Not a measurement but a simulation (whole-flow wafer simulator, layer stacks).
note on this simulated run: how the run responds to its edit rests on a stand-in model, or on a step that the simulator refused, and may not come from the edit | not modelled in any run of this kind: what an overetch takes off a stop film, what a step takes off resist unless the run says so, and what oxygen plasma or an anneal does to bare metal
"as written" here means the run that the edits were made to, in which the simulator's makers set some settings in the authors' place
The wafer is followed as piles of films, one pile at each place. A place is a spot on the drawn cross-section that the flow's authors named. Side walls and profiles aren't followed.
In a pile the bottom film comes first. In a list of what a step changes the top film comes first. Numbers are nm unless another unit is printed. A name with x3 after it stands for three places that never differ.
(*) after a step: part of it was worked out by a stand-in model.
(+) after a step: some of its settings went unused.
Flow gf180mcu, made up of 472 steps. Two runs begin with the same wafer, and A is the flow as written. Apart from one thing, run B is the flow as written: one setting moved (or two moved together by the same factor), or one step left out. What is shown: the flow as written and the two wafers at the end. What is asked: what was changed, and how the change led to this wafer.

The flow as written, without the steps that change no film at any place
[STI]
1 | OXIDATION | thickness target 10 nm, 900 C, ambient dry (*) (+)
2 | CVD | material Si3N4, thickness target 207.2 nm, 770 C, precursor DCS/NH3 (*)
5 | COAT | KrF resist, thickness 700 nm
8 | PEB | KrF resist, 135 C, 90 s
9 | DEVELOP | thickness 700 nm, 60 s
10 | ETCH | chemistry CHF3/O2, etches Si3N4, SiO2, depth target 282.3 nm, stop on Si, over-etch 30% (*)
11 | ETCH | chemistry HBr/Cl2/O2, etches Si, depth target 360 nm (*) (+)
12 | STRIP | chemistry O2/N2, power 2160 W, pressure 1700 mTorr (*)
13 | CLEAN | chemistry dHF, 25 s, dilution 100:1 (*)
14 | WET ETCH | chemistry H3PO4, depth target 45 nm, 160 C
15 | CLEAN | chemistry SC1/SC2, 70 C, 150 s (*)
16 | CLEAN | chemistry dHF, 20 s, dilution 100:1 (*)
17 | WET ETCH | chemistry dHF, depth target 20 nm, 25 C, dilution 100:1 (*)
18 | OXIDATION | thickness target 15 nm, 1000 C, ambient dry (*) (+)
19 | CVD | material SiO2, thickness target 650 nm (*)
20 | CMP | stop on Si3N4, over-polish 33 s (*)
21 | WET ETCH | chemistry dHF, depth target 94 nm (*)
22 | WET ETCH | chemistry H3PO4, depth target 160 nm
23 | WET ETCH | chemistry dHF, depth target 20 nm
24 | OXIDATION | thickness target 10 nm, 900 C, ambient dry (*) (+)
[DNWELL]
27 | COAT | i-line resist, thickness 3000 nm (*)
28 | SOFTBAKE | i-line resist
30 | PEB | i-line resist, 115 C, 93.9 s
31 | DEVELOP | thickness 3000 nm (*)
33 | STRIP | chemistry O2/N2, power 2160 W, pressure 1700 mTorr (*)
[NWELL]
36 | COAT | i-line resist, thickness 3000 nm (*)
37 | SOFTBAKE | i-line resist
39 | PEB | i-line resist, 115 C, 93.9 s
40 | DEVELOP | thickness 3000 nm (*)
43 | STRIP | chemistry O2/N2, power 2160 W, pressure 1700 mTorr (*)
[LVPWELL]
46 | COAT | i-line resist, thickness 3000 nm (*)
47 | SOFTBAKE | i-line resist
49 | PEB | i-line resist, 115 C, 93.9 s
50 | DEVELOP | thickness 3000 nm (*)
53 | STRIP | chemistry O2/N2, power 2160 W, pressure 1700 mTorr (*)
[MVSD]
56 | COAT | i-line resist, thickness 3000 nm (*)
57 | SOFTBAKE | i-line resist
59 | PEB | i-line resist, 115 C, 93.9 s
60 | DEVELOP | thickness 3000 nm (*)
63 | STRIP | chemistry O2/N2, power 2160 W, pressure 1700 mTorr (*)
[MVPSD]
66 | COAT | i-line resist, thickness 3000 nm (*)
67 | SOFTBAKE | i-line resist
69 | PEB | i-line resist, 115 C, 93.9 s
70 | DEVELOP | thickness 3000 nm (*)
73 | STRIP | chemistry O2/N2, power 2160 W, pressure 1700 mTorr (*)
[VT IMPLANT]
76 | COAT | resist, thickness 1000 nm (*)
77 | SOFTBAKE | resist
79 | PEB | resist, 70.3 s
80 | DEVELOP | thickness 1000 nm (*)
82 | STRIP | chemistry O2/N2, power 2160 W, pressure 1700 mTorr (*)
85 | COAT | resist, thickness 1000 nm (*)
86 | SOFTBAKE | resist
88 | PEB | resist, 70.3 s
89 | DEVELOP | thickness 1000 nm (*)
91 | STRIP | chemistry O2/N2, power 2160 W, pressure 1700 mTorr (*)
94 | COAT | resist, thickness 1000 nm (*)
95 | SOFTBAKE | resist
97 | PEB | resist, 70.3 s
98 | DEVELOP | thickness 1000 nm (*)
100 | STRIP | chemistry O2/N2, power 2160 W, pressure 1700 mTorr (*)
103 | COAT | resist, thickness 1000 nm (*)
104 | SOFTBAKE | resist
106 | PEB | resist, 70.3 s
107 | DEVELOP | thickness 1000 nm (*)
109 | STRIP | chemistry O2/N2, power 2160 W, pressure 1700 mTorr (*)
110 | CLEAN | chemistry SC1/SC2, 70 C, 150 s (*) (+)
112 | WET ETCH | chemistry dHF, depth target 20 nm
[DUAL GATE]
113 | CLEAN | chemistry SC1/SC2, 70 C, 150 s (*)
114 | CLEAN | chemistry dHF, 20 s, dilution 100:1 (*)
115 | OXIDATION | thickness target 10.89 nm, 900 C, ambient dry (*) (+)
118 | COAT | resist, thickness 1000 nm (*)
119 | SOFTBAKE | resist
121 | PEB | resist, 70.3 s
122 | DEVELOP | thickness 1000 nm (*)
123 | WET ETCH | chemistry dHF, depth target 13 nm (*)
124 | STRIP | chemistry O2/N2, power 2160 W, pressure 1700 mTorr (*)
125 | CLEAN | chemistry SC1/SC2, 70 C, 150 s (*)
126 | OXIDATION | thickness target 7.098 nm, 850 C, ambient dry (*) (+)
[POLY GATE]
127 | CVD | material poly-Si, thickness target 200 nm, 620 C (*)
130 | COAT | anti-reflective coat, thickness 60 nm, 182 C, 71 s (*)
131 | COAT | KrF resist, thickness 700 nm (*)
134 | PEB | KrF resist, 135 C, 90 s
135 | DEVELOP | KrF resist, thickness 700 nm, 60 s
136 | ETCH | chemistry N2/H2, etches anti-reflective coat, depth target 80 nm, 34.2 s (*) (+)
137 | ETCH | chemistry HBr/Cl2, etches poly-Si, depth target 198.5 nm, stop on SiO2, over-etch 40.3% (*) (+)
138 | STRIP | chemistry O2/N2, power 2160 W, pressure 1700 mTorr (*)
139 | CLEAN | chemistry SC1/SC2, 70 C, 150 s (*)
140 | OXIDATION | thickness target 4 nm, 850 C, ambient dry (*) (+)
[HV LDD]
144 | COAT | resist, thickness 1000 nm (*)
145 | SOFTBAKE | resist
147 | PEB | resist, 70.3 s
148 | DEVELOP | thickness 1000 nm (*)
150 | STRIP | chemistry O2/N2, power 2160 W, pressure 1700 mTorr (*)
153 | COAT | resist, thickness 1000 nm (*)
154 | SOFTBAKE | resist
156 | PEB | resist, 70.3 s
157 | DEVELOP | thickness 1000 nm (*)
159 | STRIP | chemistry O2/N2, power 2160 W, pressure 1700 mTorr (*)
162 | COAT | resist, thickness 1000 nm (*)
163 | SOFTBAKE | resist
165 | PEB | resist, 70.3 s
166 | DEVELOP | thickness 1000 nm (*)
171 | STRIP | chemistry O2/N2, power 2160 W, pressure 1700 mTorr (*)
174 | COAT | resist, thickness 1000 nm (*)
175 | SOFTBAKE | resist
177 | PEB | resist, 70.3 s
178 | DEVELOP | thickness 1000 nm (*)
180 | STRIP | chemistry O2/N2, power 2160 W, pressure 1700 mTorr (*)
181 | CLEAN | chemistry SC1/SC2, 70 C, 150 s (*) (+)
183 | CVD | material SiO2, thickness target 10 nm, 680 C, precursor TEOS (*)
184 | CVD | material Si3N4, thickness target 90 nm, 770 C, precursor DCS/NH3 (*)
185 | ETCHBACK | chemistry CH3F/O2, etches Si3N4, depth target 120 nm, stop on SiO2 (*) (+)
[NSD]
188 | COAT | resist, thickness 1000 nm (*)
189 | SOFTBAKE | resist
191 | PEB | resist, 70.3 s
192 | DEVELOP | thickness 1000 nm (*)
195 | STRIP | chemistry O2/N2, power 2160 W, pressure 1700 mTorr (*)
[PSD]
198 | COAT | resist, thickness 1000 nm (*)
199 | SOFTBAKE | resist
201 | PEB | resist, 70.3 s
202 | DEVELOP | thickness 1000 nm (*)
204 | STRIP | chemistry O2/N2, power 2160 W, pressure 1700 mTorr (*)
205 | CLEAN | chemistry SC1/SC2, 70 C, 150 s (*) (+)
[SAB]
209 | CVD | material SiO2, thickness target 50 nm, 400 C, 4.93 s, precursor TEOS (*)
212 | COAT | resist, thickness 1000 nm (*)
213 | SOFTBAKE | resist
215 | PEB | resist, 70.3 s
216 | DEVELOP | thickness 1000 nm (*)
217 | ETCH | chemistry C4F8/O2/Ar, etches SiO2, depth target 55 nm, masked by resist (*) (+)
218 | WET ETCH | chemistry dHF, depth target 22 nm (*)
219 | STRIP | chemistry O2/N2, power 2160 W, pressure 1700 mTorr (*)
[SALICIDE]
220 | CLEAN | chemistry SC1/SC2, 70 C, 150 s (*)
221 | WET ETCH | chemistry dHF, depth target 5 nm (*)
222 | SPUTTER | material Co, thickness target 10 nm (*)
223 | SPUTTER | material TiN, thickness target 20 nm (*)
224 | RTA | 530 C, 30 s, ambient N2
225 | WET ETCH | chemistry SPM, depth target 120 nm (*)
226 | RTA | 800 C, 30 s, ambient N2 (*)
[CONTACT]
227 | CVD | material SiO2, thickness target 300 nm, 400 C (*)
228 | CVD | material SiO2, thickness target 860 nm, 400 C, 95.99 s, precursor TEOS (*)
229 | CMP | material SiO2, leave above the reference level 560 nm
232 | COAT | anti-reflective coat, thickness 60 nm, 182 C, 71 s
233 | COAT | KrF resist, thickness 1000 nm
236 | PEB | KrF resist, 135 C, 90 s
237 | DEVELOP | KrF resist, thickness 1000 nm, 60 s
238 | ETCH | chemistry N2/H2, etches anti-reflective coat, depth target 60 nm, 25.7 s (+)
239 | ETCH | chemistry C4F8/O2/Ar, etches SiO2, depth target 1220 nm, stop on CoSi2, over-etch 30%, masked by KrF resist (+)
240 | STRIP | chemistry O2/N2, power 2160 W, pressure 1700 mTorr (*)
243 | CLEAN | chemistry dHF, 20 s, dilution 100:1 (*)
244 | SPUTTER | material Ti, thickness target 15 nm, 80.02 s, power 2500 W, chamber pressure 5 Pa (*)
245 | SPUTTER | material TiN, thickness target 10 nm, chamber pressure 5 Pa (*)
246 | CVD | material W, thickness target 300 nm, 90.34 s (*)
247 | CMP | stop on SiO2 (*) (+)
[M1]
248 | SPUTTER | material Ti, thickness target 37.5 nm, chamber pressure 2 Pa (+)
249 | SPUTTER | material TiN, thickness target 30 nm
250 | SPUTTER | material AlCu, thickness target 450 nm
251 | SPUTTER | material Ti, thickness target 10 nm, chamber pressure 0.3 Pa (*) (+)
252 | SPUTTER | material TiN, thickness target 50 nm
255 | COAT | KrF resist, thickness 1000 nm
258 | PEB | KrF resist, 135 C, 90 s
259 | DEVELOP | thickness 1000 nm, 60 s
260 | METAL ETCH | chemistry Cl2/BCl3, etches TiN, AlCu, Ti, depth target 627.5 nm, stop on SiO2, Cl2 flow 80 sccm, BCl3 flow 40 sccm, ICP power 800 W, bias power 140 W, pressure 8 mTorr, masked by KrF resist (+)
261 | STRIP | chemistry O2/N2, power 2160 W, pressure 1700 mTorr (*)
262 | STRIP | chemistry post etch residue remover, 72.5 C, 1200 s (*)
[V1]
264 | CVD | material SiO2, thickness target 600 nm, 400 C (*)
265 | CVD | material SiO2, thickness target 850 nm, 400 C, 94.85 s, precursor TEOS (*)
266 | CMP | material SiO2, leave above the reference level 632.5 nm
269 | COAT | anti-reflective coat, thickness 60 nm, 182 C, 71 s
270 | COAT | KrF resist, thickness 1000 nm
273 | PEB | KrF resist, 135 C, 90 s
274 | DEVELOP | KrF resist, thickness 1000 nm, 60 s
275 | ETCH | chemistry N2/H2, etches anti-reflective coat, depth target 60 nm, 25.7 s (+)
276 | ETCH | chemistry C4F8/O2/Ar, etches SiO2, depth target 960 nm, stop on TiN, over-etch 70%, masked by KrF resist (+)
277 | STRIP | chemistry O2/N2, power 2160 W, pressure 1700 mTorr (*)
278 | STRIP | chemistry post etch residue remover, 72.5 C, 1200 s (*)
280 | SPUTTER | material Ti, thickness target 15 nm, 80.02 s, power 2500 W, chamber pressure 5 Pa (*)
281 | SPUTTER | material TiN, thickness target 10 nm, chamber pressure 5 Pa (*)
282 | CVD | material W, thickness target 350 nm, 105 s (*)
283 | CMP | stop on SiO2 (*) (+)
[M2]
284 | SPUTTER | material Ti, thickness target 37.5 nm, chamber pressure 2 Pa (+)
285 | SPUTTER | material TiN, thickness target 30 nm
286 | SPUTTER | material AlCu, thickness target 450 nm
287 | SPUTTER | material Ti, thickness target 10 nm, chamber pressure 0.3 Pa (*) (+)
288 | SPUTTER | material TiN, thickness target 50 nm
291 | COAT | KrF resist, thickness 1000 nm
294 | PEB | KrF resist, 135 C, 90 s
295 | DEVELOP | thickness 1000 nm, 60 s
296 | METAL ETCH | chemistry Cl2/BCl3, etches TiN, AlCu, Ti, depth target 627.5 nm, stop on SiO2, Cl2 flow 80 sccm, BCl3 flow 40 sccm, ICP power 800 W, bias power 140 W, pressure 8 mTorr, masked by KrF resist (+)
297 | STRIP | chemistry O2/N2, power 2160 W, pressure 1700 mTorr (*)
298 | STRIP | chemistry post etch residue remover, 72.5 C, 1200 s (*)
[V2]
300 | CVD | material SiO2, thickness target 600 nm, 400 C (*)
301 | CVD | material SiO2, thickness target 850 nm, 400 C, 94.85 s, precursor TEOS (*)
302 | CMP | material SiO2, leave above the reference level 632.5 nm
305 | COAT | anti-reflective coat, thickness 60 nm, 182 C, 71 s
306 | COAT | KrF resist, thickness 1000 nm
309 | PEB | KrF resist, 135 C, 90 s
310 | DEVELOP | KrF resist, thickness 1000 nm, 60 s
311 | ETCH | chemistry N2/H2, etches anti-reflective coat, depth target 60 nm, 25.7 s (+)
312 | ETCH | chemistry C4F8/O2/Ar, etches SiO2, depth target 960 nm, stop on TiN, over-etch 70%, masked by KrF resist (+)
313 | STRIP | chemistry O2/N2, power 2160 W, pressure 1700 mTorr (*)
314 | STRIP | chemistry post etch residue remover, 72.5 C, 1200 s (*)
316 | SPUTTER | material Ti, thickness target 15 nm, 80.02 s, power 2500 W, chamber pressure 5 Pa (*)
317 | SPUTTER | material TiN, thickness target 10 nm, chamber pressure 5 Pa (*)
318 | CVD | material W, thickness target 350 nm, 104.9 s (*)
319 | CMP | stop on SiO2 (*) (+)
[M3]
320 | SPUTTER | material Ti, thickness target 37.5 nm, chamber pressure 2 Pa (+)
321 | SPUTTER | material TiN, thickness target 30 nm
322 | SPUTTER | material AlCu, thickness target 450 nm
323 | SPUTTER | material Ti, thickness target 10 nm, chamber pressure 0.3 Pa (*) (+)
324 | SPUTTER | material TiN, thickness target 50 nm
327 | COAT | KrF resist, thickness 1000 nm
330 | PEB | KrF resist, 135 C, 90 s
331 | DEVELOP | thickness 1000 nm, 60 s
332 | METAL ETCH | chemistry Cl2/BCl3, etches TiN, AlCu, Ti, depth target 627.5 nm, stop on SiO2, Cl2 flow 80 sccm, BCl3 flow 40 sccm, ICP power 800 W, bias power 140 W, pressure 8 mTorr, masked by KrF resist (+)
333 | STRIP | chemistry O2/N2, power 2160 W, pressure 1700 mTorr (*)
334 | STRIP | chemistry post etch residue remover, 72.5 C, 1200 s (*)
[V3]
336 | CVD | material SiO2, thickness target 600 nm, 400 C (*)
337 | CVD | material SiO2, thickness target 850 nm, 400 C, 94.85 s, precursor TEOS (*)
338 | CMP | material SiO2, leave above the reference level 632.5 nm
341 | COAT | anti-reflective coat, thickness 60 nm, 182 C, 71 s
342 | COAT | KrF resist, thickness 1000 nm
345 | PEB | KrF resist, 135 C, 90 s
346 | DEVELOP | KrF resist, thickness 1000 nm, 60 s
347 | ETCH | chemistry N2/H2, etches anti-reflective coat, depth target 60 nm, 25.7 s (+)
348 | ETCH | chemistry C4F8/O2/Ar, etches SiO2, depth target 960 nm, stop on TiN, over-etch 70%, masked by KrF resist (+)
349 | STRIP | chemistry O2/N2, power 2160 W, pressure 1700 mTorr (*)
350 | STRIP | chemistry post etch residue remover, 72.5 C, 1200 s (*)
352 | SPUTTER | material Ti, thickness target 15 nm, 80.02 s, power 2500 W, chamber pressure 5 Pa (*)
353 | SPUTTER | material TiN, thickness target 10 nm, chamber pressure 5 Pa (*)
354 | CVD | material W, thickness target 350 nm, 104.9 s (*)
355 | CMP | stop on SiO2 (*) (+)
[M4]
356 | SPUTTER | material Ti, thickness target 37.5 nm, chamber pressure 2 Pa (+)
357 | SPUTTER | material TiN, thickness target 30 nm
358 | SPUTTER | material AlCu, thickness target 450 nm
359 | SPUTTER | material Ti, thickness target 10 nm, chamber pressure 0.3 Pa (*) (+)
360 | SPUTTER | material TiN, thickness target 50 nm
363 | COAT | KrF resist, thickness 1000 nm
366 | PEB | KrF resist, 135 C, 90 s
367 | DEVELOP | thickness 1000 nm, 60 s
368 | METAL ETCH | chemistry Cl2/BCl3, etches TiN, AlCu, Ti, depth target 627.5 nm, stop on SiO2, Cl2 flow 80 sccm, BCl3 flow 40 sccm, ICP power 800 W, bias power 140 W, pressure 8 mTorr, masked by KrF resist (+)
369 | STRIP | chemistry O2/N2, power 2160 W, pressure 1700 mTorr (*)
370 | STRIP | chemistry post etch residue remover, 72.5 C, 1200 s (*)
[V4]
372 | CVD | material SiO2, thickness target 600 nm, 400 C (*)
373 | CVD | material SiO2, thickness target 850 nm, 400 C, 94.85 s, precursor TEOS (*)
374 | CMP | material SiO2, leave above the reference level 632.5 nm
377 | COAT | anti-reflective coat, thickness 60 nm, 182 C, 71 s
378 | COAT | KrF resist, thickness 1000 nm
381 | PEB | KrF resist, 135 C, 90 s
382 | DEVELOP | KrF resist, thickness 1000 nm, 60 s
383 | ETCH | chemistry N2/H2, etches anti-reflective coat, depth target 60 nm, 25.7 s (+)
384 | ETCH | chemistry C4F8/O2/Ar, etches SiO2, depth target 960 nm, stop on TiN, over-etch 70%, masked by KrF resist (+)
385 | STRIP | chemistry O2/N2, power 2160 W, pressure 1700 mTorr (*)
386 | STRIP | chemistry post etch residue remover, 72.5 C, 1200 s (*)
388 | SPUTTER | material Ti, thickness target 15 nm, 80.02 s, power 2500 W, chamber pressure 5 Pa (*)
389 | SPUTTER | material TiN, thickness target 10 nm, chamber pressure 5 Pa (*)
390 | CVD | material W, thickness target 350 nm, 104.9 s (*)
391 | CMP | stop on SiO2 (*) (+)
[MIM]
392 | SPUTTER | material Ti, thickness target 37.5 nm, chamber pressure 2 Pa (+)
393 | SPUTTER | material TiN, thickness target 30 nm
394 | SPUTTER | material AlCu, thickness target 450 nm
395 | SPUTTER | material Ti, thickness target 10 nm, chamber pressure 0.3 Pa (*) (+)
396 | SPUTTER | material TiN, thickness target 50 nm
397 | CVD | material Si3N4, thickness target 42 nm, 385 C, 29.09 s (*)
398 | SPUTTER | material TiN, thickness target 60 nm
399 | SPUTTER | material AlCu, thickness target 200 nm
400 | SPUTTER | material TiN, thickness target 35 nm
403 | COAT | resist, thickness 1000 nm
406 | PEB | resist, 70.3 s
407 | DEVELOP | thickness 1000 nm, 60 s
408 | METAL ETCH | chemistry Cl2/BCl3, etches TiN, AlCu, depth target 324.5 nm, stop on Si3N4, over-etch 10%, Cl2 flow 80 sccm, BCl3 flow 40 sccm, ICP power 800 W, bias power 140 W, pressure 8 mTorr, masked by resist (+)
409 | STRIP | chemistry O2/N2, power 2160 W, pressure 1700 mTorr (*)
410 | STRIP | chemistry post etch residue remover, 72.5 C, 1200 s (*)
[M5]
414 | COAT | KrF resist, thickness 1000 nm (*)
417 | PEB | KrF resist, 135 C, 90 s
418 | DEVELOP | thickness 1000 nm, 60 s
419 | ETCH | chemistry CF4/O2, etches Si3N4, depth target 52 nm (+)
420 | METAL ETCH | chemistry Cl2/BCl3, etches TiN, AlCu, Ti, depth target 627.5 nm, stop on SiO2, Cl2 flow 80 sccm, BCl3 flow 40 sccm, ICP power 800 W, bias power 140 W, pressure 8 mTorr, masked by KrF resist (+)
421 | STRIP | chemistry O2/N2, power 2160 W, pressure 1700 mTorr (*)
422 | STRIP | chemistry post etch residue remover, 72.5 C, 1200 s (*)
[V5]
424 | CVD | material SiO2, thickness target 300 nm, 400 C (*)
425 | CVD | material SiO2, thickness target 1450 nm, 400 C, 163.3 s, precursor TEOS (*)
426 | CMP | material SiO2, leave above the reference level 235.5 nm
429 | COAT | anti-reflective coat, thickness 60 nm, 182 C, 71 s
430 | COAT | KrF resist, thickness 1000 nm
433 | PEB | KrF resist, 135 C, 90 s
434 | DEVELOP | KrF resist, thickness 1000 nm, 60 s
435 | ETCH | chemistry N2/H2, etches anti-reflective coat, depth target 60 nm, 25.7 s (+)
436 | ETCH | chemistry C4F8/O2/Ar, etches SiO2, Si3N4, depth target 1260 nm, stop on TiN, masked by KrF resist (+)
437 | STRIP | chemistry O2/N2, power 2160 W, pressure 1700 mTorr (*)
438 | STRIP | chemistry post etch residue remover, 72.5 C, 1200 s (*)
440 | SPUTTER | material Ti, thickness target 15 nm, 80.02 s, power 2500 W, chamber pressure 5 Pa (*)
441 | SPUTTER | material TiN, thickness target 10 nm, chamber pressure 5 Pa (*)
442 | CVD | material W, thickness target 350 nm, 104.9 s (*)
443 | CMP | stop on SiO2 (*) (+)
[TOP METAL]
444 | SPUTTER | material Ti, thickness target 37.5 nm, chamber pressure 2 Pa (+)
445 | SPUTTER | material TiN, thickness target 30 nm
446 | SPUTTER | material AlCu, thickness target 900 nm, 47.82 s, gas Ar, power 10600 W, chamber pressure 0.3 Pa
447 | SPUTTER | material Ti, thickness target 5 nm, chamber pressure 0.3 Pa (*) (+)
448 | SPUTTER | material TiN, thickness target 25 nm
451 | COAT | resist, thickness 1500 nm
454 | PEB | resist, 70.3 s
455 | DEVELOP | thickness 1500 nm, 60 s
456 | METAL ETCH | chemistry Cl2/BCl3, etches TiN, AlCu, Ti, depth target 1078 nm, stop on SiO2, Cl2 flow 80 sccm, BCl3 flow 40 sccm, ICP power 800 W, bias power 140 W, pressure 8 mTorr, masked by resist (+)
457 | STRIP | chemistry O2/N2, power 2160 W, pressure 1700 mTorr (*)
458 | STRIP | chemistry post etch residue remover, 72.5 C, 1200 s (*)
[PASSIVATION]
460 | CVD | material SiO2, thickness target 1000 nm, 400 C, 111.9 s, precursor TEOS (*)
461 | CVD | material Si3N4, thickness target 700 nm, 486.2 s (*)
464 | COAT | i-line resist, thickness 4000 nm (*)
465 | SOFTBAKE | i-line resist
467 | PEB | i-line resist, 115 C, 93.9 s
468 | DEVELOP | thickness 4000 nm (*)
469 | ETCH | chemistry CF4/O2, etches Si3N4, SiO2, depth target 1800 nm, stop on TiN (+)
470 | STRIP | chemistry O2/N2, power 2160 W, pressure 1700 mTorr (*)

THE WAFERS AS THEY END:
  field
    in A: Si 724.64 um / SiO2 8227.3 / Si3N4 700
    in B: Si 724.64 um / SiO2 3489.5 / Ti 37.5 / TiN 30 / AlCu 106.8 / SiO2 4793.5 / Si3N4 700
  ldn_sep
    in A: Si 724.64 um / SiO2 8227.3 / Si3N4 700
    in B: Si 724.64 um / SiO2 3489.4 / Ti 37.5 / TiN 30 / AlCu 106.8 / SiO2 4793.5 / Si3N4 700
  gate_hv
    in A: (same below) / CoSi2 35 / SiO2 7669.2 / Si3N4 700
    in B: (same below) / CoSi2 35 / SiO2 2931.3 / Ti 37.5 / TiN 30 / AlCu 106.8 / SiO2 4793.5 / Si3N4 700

The reason: step 322, SPUTTER: thickness target 680 nm was run, while the flow as written has thickness target 450 nm.

How this came from the change, step by step:
  322 | SPUTTER | material AlCu, thickness target 450 nm
      field, field__w1, field__w2 and 108 more: A AlCu gains 450 (new film) | B AlCu gains 680 (new film)
  332 | METAL ETCH | chemistry Cl2/BCl3, etches TiN, AlCu, Ti, depth target 627.5 nm, stop on SiO2, Cl2 flow 80 sccm, BCl3 flow 40 sccm, ICP power 800 W, bias power 140 W, pressure 8 mTorr, masked by KrF resist (+)
      field, field__w1, field__w2 and 103 more: A TiN loses 50 (all of it), Ti loses 10 (all of it), AlCu loses 450 (all of it), TiN loses 30 (all of it), Ti loses 37.5 (all of it) | B TiN loses 50 (all of it), Ti loses 10 (all of it), AlCu loses 567.5
  334 | STRIP | chemistry post etch residue remover, 72.5 C, 1200 s (*)
      field, field__w1, field__w2 and 103 more: A nothing | B AlCu loses 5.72
  336 | CVD | material SiO2, thickness target 600 nm, 400 C (*)
      field, field__w1, field__w2 and 103 more: A SiO2 gains 600 | B SiO2 gains 600 (new film)
  338 | CMP | material SiO2, leave above the reference level 632.5 nm
      field, field__w1, field__w2 and 103 more: A SiO2 loses 300 | B SiO2 loses 244.3
Taking metal films that touch as one body, field has 1 body; the flow as written gives 0 bodies.
Taking metal films that touch as one body, ldn_sep has 1 body; the flow as written gives 0 bodies.
Taking metal films that touch as one body, gate_hv has 2 bodies (between them, from the top down: SiO2 2931.3); the flow as written gives 1 body.
